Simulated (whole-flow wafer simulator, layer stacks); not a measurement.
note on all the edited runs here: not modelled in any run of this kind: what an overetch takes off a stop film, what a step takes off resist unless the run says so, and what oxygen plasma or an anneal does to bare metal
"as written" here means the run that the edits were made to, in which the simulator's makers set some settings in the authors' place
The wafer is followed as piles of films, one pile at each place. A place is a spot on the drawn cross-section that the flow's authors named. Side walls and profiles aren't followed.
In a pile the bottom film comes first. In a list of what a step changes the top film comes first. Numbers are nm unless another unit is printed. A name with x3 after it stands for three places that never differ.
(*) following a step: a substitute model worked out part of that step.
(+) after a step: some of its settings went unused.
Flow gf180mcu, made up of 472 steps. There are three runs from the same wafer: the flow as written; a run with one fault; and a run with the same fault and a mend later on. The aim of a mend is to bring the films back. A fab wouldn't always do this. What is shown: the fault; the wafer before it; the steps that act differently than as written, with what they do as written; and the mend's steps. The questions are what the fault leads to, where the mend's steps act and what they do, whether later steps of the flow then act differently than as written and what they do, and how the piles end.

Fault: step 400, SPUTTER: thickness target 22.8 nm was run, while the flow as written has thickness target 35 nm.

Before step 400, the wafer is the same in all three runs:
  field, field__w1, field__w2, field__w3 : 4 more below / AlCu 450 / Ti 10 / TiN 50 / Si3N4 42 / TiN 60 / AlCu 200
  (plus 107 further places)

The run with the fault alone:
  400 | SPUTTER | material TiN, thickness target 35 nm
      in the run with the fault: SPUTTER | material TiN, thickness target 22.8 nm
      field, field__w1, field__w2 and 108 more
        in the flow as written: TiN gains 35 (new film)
        in the run with the fault: TiN gains 22.8 (new film)
  Steps further on in the flow that do not act as written (not shown: 9 more steps that differ only slightly, by at most 2% or 0.5 nm, whichever is larger):
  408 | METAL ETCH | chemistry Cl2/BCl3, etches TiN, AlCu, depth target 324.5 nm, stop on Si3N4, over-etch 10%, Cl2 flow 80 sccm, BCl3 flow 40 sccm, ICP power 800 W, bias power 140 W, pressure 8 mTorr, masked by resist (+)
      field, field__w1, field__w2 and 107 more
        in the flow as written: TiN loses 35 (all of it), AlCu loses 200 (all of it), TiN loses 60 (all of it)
        in the run with the fault: TiN loses 22.8 (all of it), AlCu loses 200 (all of it), TiN loses 60 (all of it)
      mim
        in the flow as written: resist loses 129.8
        in the run with the fault: resist loses 124.4
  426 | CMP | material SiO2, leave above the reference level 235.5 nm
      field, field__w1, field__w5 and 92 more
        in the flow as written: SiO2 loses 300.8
        in the run with the fault: SiO2 loses 313
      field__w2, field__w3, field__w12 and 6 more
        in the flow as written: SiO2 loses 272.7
        in the run with the fault: SiO2 loses 284.9
  At mim, the piles at the end differ from the flow's by more than 2% or 0.5 nm, whichever is larger.
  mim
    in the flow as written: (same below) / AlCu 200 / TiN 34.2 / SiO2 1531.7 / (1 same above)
    in the run with the fault: (same below) / AlCu 200 / TiN 22 / SiO2 1531.7 / (1 same above)

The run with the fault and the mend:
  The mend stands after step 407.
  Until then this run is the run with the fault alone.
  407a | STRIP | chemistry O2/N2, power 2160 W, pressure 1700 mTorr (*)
      mim
        resist loses 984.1 (all of it)
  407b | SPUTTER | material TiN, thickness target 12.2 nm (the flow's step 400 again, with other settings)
      field, field__w1, field__w2 and 108 more
        TiN gains 12.2
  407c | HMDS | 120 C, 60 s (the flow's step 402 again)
      leaves every film unchanged at each place that is followed
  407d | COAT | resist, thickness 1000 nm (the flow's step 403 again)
      field, field__w1, field__w2 and 108 more
        resist gains 1000 (new film)
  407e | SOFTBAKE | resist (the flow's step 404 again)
      leaves every film unchanged at each place that is followed
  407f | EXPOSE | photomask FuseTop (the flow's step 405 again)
      leaves every film unchanged at each place that is followed
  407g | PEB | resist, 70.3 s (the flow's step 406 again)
      field, field__w1, field__w2 and 108 more
        resist loses 15.9
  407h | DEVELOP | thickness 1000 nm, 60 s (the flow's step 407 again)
      field, field__w1, field__w2 and 107 more
        resist loses 984.1 (all of it)
  Every later step of the flow that is run acts as written at every place that is followed.
  At every place that both follow, the piles at the end match the flow's.
